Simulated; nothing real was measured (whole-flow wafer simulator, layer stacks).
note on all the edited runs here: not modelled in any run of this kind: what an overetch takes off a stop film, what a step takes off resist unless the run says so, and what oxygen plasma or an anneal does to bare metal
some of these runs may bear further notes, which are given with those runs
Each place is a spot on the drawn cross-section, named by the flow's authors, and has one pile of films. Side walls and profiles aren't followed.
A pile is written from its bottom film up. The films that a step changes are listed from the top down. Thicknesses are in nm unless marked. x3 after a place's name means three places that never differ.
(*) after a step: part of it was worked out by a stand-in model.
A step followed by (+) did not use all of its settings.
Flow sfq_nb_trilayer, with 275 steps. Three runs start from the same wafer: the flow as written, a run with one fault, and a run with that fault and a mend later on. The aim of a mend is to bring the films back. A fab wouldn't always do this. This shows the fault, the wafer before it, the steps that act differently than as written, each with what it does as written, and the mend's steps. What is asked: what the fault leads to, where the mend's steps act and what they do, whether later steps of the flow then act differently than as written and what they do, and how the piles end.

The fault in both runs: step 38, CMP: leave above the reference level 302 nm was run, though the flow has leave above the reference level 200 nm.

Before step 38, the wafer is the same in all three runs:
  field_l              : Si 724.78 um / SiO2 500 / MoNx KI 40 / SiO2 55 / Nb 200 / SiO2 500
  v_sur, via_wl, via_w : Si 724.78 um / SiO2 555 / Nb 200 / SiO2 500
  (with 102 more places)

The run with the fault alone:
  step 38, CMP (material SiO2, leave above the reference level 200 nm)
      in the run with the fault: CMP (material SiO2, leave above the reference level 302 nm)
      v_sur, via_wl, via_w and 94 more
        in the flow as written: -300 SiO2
        in the run with the fault: -198 SiO2
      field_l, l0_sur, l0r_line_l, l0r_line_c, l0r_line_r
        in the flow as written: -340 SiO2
        in the run with the fault: -238 SiO2
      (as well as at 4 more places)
  Steps later in the flow that act otherwise than as written (4 more steps, not shown, differ only slightly: by at most 2% or 0.5 nm, whichever is larger):
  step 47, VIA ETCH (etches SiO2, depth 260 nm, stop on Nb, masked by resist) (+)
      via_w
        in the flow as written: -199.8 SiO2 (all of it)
        in the run with the fault: -260 SiO2
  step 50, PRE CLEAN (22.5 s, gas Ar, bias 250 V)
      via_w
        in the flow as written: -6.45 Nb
        in the run with the fault: -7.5 SiO2
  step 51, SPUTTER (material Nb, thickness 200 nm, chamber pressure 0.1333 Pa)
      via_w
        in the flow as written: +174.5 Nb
        in the run with the fault: +163.1 Nb (new film)
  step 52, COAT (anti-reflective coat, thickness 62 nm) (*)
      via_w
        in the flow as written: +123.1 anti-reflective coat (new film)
        in the run with the fault: +136.1 anti-reflective coat (new film)
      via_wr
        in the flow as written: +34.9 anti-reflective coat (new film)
        in the run with the fault: +33.2 anti-reflective coat (new film)
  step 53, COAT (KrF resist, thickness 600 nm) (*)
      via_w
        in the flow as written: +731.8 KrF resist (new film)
        in the run with the fault: +781.6 KrF resist (new film)
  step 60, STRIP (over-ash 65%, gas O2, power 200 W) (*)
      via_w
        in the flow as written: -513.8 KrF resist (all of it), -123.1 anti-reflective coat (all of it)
        in the run with the fault: -563.6 KrF resist (all of it), -136.1 anti-reflective coat (all of it)
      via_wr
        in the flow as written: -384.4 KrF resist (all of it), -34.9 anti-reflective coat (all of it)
        in the run with the fault: -378.6 KrF resist (all of it), -33.2 anti-reflective coat (all of it)
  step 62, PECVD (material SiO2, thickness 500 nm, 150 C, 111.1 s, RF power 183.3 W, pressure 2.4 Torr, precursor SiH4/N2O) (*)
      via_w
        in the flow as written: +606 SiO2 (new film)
        in the run with the fault: +678.7 SiO2 (new film)
  At field_l, v_sur, via_wl and 103 more, the piles at the end differ from the flow's by more than 2% or 0.5 nm, whichever is larger.
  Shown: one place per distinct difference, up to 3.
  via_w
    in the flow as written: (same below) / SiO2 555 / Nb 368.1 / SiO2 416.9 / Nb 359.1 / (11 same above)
    in the run with the fault: (same below) / SiO2 555 / Nb 200 / SiO2 34.3 / Nb 163.1 / SiO2 489.6 / Nb 359.1 / (11 same above)
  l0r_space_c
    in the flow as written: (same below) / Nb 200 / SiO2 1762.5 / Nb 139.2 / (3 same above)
    in the run with the fault: (same below) / Nb 200 / SiO2 1864.5 / Nb 139.2 / (3 same above)
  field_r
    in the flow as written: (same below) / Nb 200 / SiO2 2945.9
    in the run with the fault: (same below) / Nb 200 / SiO2 3047.9

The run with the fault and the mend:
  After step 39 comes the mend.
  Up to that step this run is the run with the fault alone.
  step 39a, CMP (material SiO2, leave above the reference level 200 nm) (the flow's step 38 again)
      field_l, v_sur, via_wl and 103 more
        -102 SiO2
  Every later step of the flow that is run acts as written at every place that is followed.
  By the end, the piles equal the flow's at every place that both follow.
